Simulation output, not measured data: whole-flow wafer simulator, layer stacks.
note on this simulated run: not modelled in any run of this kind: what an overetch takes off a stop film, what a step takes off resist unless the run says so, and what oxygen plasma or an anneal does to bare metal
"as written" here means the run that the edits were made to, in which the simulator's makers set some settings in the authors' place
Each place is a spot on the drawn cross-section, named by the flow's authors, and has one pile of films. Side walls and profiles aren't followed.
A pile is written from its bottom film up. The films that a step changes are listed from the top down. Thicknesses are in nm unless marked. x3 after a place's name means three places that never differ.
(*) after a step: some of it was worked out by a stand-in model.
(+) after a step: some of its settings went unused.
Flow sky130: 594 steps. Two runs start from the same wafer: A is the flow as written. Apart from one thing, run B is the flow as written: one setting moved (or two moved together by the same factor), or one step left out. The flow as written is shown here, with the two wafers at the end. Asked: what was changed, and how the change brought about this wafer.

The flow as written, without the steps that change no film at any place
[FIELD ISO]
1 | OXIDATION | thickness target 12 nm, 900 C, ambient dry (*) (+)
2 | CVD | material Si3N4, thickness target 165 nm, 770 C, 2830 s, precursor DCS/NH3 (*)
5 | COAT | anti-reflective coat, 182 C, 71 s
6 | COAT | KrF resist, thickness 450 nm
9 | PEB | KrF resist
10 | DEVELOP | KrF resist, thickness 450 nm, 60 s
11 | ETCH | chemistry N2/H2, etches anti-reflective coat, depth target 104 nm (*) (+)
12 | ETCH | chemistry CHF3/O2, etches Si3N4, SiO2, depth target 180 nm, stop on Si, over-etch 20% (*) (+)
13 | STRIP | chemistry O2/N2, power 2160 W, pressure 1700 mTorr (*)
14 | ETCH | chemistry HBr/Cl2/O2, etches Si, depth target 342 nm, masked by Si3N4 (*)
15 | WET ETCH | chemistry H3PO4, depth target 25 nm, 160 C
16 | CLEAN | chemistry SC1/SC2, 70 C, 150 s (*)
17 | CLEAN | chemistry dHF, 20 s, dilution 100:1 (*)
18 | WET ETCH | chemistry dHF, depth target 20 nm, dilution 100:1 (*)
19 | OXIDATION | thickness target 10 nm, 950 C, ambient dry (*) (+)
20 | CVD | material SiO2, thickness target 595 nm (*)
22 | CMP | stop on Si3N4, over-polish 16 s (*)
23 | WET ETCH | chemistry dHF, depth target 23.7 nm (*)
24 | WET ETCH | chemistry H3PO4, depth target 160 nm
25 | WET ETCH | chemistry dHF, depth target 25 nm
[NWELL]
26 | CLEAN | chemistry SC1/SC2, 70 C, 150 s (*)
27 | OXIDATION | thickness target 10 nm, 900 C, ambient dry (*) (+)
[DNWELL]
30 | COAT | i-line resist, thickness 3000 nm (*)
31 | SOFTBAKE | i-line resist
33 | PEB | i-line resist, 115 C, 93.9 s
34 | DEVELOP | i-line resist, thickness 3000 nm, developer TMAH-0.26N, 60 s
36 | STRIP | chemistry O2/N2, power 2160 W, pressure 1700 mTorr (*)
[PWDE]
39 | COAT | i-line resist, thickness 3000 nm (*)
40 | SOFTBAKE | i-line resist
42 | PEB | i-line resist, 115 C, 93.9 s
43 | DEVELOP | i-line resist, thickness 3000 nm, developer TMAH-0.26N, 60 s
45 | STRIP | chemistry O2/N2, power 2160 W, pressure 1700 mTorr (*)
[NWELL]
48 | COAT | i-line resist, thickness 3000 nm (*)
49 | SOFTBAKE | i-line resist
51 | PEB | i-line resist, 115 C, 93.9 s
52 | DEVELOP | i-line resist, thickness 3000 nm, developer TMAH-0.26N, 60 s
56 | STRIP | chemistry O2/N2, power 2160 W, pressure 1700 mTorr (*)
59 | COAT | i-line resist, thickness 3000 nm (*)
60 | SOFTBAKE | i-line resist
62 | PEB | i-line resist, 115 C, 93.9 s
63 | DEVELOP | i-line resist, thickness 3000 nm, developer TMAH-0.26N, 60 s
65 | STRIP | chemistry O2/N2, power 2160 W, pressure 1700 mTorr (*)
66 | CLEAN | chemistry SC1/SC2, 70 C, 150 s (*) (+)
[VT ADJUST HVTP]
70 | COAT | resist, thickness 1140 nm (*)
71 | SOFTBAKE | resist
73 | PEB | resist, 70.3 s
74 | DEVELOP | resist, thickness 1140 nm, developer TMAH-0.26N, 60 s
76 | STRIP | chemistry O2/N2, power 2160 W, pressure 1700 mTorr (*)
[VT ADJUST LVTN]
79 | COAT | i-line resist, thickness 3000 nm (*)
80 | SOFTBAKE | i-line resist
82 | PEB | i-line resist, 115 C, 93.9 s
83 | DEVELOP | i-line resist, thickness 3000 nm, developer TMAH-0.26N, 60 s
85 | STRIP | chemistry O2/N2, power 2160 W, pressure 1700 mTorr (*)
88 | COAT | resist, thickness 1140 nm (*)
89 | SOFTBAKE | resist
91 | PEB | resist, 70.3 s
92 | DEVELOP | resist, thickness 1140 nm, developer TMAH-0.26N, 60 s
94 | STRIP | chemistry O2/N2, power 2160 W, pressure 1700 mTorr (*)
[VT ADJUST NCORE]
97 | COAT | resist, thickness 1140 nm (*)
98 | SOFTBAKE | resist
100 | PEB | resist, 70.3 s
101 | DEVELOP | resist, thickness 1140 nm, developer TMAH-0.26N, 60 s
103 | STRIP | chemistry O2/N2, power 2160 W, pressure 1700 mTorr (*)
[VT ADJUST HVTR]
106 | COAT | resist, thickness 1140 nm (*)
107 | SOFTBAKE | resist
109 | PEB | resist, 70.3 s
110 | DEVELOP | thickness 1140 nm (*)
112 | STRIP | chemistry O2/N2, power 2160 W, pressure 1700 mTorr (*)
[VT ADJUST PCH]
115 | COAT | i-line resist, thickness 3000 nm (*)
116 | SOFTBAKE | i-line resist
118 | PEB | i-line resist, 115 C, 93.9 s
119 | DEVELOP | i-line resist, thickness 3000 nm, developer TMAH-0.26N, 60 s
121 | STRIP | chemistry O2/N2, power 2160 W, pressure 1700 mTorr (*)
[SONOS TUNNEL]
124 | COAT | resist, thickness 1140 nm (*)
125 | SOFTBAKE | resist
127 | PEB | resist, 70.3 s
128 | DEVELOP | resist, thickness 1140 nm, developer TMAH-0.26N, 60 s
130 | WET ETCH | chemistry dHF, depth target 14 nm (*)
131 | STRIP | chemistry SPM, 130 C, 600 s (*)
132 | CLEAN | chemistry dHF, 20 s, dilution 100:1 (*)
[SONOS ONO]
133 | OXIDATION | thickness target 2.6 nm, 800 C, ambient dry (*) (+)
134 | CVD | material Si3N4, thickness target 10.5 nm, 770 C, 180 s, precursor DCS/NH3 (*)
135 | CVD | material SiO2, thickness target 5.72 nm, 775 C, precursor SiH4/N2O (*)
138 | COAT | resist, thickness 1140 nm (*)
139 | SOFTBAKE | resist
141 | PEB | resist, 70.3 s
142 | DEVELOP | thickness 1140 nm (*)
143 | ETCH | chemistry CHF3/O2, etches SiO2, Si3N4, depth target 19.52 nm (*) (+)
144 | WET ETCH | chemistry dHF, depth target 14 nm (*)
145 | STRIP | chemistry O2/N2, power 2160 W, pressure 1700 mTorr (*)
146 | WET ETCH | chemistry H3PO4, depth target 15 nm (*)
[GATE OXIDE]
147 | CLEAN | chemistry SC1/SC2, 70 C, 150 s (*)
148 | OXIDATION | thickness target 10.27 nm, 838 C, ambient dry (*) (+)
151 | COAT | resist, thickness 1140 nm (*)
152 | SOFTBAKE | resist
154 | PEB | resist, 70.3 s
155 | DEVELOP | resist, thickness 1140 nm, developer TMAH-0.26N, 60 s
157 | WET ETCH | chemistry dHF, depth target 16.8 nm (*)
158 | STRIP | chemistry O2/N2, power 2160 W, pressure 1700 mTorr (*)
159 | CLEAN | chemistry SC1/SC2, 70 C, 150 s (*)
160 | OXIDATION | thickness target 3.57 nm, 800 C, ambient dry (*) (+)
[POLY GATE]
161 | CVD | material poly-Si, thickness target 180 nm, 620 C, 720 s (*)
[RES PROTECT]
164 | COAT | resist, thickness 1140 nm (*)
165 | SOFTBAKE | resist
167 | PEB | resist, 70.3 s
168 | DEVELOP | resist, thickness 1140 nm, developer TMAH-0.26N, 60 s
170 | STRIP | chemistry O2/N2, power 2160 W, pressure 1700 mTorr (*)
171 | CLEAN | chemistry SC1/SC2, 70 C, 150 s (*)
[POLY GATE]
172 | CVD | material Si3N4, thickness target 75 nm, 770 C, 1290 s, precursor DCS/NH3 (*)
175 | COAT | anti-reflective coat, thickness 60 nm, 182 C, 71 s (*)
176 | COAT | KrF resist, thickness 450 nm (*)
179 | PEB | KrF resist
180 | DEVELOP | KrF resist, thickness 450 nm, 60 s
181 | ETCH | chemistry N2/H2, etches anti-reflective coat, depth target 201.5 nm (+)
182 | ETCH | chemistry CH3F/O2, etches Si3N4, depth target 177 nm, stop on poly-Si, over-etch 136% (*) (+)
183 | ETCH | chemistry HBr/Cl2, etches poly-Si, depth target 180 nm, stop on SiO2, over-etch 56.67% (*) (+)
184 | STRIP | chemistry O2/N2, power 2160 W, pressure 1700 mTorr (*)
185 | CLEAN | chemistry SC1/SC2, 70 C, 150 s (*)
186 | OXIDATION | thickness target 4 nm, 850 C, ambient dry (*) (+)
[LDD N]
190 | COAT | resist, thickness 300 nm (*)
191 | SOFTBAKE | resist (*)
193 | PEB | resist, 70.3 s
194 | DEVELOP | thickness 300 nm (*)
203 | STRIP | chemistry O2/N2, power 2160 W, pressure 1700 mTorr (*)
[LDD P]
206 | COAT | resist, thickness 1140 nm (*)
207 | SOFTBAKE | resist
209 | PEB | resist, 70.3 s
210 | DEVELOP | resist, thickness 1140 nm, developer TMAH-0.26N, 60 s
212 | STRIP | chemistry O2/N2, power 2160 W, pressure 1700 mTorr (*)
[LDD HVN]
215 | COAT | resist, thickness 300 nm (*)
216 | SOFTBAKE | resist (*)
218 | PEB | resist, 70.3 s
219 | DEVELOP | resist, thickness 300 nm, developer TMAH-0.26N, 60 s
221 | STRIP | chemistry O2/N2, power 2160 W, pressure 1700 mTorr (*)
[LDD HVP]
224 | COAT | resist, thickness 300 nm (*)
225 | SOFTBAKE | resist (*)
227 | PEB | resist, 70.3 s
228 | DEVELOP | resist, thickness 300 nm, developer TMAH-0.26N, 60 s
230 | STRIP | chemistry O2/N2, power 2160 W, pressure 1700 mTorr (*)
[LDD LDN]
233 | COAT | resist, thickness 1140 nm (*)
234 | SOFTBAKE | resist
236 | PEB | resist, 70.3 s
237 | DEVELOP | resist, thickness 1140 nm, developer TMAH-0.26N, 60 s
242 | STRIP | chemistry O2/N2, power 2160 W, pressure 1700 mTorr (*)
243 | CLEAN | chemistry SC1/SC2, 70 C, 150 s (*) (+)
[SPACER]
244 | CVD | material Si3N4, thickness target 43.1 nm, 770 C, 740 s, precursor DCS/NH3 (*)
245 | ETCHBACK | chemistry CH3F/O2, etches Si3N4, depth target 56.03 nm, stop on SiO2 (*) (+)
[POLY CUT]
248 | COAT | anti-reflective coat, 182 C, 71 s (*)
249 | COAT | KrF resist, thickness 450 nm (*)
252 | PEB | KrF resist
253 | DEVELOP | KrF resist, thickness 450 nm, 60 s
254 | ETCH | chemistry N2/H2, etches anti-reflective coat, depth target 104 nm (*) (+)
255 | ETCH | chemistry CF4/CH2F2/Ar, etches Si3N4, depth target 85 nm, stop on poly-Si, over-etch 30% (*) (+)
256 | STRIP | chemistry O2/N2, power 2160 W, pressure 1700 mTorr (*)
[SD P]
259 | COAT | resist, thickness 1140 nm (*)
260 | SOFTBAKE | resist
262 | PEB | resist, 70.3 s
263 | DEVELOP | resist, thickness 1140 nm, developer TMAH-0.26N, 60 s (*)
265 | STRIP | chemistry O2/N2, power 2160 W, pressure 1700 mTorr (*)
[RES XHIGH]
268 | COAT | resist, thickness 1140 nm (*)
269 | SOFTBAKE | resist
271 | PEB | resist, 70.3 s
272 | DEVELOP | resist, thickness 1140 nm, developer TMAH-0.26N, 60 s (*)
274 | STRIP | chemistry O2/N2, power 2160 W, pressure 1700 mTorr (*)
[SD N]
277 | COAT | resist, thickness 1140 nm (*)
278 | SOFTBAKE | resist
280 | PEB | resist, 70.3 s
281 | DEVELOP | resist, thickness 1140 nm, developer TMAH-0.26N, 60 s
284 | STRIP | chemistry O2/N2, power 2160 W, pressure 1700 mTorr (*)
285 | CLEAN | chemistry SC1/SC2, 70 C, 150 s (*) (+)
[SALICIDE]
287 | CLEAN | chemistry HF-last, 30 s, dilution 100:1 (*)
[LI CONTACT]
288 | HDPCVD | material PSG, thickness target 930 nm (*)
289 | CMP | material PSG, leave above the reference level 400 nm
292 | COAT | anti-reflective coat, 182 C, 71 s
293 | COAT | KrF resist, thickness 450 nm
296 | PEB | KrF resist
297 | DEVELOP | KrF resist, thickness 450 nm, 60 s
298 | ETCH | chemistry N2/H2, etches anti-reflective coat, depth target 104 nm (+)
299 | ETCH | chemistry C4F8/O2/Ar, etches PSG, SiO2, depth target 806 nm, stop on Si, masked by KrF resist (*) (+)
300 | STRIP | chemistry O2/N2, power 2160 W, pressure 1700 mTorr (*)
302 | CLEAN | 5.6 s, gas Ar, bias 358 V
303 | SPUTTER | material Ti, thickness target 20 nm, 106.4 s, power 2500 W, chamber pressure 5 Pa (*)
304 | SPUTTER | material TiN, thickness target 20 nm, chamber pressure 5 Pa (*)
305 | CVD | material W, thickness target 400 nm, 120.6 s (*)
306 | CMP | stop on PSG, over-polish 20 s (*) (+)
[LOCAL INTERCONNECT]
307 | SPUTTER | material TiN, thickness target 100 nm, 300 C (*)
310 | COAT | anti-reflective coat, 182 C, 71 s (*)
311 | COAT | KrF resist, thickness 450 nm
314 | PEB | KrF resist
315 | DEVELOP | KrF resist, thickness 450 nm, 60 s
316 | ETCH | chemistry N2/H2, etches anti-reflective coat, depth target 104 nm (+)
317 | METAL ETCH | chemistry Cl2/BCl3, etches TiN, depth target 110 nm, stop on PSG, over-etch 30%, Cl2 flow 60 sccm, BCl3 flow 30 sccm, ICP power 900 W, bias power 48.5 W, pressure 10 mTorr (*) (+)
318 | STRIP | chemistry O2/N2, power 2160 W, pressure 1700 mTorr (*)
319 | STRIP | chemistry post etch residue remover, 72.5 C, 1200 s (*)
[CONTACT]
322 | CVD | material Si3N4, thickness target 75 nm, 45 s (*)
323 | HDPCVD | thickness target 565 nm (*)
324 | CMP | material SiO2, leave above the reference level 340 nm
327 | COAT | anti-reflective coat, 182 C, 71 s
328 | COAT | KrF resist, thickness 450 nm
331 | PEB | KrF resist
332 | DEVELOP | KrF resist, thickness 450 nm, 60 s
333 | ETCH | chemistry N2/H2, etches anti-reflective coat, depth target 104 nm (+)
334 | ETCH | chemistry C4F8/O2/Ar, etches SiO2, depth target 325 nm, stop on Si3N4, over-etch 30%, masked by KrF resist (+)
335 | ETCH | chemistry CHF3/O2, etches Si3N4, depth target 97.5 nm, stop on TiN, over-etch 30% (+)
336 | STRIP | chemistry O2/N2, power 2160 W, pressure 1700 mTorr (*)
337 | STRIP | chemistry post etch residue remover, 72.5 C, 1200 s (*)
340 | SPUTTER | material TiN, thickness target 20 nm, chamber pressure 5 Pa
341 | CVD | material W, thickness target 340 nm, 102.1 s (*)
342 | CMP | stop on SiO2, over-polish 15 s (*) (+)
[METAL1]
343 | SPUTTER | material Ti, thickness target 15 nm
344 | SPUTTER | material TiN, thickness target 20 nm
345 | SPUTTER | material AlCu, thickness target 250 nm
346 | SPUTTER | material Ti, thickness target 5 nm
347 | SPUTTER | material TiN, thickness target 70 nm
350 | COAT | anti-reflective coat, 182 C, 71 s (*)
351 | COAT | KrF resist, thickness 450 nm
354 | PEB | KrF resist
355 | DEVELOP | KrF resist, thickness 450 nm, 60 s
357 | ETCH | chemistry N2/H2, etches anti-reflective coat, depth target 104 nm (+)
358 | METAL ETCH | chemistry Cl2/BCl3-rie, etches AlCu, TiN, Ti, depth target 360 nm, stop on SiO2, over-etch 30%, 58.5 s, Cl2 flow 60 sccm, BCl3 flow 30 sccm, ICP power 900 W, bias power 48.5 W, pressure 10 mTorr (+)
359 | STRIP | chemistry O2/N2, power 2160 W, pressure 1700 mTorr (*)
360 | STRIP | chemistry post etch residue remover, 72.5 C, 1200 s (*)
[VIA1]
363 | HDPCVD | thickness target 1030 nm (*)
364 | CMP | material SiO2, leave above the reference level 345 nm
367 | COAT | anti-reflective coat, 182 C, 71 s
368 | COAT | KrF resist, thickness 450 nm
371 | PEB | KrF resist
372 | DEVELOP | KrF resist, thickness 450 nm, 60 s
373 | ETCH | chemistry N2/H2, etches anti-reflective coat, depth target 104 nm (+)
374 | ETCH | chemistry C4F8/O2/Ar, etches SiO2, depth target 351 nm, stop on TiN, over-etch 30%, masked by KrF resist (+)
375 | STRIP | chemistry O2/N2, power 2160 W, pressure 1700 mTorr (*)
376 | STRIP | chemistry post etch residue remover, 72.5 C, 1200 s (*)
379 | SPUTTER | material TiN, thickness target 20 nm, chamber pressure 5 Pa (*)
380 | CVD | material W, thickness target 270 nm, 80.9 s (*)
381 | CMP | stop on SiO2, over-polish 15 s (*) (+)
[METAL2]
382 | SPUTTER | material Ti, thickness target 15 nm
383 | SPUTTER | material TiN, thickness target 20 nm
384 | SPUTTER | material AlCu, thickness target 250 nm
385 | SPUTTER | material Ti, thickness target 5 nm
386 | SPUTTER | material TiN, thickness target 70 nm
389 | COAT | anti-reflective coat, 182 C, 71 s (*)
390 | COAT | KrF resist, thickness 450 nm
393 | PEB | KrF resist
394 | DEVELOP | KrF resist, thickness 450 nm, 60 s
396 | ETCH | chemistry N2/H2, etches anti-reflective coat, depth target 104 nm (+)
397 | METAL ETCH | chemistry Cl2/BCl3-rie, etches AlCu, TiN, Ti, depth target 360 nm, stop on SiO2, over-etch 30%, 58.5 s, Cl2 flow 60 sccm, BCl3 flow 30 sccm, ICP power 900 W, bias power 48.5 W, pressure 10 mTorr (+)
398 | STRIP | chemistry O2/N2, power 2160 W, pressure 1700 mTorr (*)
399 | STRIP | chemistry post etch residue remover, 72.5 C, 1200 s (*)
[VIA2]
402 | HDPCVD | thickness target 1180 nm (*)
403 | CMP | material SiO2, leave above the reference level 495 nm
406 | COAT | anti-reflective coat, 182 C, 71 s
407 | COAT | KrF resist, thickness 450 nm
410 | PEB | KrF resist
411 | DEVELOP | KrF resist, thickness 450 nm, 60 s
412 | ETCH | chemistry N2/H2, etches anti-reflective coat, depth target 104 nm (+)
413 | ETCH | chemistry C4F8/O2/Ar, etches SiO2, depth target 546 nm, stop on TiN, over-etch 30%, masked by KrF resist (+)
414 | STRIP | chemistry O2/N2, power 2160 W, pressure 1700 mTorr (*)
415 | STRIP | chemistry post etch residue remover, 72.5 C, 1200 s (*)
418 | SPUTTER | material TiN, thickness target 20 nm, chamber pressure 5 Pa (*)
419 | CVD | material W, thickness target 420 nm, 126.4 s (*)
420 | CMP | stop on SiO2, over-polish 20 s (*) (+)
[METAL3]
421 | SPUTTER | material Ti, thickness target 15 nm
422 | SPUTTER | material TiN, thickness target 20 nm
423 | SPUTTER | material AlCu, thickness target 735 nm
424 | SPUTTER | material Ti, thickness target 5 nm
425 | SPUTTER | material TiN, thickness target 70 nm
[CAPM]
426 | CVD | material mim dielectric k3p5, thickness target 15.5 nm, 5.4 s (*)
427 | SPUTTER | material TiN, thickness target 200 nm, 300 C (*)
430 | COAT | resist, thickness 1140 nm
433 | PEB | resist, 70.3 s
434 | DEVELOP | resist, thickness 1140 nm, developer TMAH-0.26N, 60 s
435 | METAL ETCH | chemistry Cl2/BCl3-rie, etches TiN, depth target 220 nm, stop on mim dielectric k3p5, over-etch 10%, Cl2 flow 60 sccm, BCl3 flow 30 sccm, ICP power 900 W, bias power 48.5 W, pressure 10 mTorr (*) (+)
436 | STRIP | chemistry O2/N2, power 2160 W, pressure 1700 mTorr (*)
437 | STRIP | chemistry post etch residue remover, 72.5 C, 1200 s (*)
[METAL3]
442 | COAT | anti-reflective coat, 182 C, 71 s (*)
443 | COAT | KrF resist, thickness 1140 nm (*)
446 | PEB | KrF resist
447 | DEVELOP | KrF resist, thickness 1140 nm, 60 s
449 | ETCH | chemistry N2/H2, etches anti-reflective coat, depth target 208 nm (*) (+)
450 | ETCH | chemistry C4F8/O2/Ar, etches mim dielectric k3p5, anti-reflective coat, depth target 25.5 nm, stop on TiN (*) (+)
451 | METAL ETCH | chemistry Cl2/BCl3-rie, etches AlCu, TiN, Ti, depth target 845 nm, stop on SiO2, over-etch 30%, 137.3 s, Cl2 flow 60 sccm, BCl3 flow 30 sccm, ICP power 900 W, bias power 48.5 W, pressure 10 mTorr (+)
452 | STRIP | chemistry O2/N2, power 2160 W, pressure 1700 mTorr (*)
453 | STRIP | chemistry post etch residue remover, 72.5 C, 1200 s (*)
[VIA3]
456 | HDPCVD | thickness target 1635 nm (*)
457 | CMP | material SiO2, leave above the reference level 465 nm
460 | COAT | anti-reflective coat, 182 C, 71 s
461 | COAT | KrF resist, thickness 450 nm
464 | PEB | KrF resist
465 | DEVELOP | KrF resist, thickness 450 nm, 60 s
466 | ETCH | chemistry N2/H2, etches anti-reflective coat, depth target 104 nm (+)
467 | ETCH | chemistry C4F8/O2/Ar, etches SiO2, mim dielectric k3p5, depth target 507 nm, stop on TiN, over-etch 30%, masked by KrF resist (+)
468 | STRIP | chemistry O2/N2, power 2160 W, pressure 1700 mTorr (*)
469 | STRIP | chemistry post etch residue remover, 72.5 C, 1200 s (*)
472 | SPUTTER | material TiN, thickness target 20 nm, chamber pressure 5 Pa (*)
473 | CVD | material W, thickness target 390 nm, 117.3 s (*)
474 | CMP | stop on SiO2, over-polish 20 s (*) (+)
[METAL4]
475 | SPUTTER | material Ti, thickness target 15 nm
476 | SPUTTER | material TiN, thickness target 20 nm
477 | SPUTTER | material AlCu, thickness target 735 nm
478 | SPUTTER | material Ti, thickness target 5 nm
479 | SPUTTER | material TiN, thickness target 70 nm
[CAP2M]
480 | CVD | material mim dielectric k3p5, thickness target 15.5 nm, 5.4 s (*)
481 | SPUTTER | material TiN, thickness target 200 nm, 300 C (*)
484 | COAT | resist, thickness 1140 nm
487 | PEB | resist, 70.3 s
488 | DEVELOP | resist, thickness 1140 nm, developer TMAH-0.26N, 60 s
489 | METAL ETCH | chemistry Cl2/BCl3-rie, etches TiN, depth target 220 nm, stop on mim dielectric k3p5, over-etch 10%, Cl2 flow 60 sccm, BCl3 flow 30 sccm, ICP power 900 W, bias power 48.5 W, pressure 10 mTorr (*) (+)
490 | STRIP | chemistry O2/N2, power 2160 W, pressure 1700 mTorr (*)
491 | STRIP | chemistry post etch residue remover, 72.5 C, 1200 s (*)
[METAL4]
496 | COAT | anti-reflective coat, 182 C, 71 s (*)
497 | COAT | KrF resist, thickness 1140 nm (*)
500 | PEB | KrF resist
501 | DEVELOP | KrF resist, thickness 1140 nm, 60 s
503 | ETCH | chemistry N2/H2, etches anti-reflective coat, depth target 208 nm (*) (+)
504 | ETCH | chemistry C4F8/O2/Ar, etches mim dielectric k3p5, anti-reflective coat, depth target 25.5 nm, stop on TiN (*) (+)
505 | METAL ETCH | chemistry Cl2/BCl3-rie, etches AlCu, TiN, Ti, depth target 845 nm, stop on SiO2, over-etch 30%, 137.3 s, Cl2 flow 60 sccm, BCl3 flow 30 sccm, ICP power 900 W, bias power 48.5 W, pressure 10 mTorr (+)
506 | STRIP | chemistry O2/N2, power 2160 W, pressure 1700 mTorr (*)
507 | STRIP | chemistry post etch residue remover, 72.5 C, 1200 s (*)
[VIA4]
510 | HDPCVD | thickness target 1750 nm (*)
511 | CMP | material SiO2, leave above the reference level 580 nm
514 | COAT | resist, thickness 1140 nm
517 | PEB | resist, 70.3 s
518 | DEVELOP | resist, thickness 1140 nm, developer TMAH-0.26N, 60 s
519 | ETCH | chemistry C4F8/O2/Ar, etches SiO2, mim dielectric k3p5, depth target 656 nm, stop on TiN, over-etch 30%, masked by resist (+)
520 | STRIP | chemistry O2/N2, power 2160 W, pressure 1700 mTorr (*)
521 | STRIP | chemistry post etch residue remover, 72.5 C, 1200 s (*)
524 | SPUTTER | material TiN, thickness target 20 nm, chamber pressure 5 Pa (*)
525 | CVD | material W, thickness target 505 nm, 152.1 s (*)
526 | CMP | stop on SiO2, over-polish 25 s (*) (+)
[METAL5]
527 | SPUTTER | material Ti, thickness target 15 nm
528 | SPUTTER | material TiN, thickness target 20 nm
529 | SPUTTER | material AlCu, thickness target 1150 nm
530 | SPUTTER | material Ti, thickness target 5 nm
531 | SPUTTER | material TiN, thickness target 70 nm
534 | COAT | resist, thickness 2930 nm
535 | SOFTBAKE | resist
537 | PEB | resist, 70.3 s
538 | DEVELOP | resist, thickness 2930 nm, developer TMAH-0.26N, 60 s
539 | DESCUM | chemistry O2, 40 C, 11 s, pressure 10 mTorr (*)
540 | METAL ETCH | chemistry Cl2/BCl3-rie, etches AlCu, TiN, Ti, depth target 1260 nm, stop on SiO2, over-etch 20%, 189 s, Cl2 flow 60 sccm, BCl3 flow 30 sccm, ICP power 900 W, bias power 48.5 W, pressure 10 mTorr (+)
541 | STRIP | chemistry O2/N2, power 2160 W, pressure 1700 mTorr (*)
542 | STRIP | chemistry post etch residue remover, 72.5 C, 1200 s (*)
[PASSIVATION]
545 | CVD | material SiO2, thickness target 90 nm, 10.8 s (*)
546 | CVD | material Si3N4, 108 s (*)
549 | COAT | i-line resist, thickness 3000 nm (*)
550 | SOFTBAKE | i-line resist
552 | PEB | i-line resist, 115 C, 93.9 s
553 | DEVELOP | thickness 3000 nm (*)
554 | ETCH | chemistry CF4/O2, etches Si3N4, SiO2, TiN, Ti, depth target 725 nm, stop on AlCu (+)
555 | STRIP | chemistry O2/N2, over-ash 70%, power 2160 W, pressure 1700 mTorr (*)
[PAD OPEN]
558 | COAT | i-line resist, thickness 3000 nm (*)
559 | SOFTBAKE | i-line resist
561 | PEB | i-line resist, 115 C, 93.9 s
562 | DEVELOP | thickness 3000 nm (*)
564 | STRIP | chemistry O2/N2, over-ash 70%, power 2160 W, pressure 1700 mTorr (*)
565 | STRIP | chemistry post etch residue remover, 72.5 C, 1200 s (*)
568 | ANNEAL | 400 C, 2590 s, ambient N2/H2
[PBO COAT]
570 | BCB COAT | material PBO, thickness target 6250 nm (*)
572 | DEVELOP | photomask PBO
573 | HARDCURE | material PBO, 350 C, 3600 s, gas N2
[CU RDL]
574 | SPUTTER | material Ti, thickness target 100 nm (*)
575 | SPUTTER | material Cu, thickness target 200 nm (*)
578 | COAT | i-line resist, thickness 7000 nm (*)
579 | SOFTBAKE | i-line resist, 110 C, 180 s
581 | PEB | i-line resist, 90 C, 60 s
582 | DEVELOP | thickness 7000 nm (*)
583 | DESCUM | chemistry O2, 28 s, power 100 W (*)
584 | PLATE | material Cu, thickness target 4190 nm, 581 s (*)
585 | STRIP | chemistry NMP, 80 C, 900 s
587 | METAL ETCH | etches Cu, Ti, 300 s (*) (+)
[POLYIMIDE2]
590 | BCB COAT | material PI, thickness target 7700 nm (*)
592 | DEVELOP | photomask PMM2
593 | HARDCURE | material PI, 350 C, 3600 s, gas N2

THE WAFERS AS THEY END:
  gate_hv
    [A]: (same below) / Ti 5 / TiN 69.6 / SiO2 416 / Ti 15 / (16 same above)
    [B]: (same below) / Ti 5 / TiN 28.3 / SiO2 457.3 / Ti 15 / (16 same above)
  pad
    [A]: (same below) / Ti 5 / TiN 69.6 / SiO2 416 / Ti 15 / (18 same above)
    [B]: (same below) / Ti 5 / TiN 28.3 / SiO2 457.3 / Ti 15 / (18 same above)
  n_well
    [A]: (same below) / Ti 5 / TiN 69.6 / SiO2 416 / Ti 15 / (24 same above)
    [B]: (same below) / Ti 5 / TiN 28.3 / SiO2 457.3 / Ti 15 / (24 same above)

What caused this: step 386, SPUTTER: thickness target 28.7 nm was run, whereas the flow has thickness target 70 nm.

The path from the change to this, step by step:
  386 | SPUTTER | material TiN, thickness target 70 nm
      field, active, n_well and 188 more: A TiN gains 70 (new film) | B TiN gains 28.7 (new film)
  397 | METAL ETCH | chemistry Cl2/BCl3-rie, etches AlCu, TiN, Ti, depth target 360 nm, stop on SiO2, over-etch 30%, 58.5 s, Cl2 flow 60 sccm, BCl3 flow 30 sccm, ICP power 900 W, bias power 48.5 W, pressure 10 mTorr (+)
      field, active, gate and 82 more: A TiN loses 68.7 (all of it), Ti loses 5 (all of it), AlCu loses 250 (all of it), TiN loses 20 (all of it), Ti loses 15 (all of it), SiO2 loses 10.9 | B TiN loses 27.4 (all of it), Ti loses 5 (all of it), AlCu loses 250 (all of it), TiN loses 20 (all of it), Ti loses 15 (all of it), SiO2 loses 15.1
  403 | CMP | material SiO2, leave above the reference level 495 nm
      n_well, p_well, gate_hv and 101 more: A SiO2 loses 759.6 | B SiO2 loses 718.3
      m1, via1_hole: A SiO2 loses 759.1 | B SiO2 loses 717.8
  413 | ETCH | chemistry C4F8/O2/Ar, etches SiO2, depth target 546 nm, stop on TiN, over-etch 30%, masked by KrF resist (+)
      m1: A SiO2 loses 420.3 (all of it) | B SiO2 loses 461.6 (all of it)
      via2_hole: A SiO2 loses 419.8 (all of it) | B SiO2 loses 461.1 (all of it)
  418 | SPUTTER | material TiN, thickness target 20 nm, chamber pressure 5 Pa (*)
      m1: A TiN gains 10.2 | B TiN gains 9.64
      via2_hole: A TiN gains 10.2 | B TiN gains 9.63
  419 | CVD | material W, thickness target 420 nm, 126.4 s (*)
      m1: A W gains 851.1 (new film) | B W gains 893 (new film)
      via2_hole: A W gains 850.7 (new film) | B W gains 892.5 (new film)
